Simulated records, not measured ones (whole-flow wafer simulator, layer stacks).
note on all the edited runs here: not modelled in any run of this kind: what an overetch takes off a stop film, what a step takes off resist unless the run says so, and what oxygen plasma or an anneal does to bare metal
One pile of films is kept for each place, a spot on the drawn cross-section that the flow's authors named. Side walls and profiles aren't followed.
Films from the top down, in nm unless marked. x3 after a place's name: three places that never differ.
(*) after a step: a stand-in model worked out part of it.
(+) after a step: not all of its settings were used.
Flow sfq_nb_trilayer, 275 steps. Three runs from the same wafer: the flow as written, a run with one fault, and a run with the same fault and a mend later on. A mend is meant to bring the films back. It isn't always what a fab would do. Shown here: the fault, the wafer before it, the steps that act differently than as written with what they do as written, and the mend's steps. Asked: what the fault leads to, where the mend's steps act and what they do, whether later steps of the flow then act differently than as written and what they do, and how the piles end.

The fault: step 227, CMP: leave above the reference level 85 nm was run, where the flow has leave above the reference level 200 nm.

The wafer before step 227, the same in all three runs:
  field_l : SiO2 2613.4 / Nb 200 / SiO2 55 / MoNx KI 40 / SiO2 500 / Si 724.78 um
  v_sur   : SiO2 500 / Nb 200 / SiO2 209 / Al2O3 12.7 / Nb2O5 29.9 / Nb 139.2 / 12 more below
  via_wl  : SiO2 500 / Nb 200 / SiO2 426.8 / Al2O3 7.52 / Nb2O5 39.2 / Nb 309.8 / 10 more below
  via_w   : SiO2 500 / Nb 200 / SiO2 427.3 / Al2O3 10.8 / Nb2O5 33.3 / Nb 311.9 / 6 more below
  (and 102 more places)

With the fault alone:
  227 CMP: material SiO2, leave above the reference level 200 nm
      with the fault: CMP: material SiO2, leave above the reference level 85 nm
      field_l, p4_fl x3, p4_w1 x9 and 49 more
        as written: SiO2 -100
        with the fault: SiO2 -215
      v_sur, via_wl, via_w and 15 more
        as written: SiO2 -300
        with the fault: SiO2 -415
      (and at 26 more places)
  Later steps of the flow that act differently than as written (3 more steps differ only slightly, by at most 2% or 0.5 nm, whichever is larger, and aren't shown):
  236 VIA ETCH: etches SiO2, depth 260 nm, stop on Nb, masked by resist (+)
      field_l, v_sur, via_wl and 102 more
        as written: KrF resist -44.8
        with the fault: KrF resist -21.9
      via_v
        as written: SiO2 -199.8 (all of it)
        with the fault: SiO2 -84.8 (all of it)
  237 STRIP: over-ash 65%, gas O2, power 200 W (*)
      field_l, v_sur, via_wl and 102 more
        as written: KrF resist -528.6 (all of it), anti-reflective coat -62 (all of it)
        with the fault: KrF resist -551.5 (all of it), anti-reflective coat -62 (all of it)
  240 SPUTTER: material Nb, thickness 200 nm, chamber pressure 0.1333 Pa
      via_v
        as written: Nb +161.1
        with the fault: Nb +189.4
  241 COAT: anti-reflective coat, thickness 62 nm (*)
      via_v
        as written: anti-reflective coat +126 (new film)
        with the fault: anti-reflective coat +99 (new film)
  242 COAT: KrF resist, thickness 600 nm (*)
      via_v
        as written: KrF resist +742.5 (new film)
        with the fault: KrF resist +644.8 (new film)
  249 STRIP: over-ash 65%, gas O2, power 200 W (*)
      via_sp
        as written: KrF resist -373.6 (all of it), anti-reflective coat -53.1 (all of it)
        with the fault: KrF resist -382.6 (all of it), anti-reflective coat -53.8 (all of it)
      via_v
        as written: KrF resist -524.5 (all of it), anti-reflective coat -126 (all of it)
        with the fault: KrF resist -427 (all of it), anti-reflective coat -99 (all of it)
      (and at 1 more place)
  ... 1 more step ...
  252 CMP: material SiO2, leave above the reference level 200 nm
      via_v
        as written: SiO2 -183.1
        with the fault: SiO2 -205.5
  At the end the piles differ from the flow's by more than 2% or 0.5 nm, whichever is larger, at field_l, v_sur, via_wl and 103 more.
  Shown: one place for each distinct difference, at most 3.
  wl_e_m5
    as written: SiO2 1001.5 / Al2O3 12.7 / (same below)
    with the fault: SiO2 886.5 / Al2O3 12.7 / (same below)
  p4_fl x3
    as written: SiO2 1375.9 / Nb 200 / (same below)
    with the fault: SiO2 1260.9 / Nb 200 / (same below)
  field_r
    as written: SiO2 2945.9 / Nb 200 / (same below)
    with the fault: SiO2 2830.9 / Nb 200 / (same below)

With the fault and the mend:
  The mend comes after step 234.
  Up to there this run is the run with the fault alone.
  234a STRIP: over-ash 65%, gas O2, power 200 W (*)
      field_l, v_sur, via_wl and 102 more
        KrF resist -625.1 (all of it), anti-reflective coat -62 (all of it)
      via_v
        anti-reflective coat -62 (all of it)
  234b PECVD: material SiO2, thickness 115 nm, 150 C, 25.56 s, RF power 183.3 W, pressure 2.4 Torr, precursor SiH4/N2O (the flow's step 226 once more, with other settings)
      field_l, v_sur, via_wl and 103 more
        SiO2 +115
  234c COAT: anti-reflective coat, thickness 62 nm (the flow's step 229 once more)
      field_l, v_sur, via_wl and 103 more
        anti-reflective coat +62 (new film)
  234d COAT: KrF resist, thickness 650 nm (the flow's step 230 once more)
      field_l, v_sur, via_wl and 103 more
        KrF resist +650 (new film)
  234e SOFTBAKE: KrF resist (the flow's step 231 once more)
      changes no film at any place that is followed
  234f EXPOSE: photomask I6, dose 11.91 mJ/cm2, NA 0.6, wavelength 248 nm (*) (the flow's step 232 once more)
      changes no film at any place that is followed
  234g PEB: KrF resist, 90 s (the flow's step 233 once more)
      field_l, v_sur, via_wl and 103 more
        KrF resist -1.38
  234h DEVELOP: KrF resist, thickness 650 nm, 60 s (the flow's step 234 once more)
      field_l, v_sur, via_wl and 102 more
        KrF resist -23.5
      via_v
        KrF resist -648.6 (all of it)
  No later step of the flow acts differently than as written, at any place that is followed, by more than 2% or 0.5 nm, whichever is larger.
  At the end the piles are the same as the flow's at every place that both follow.
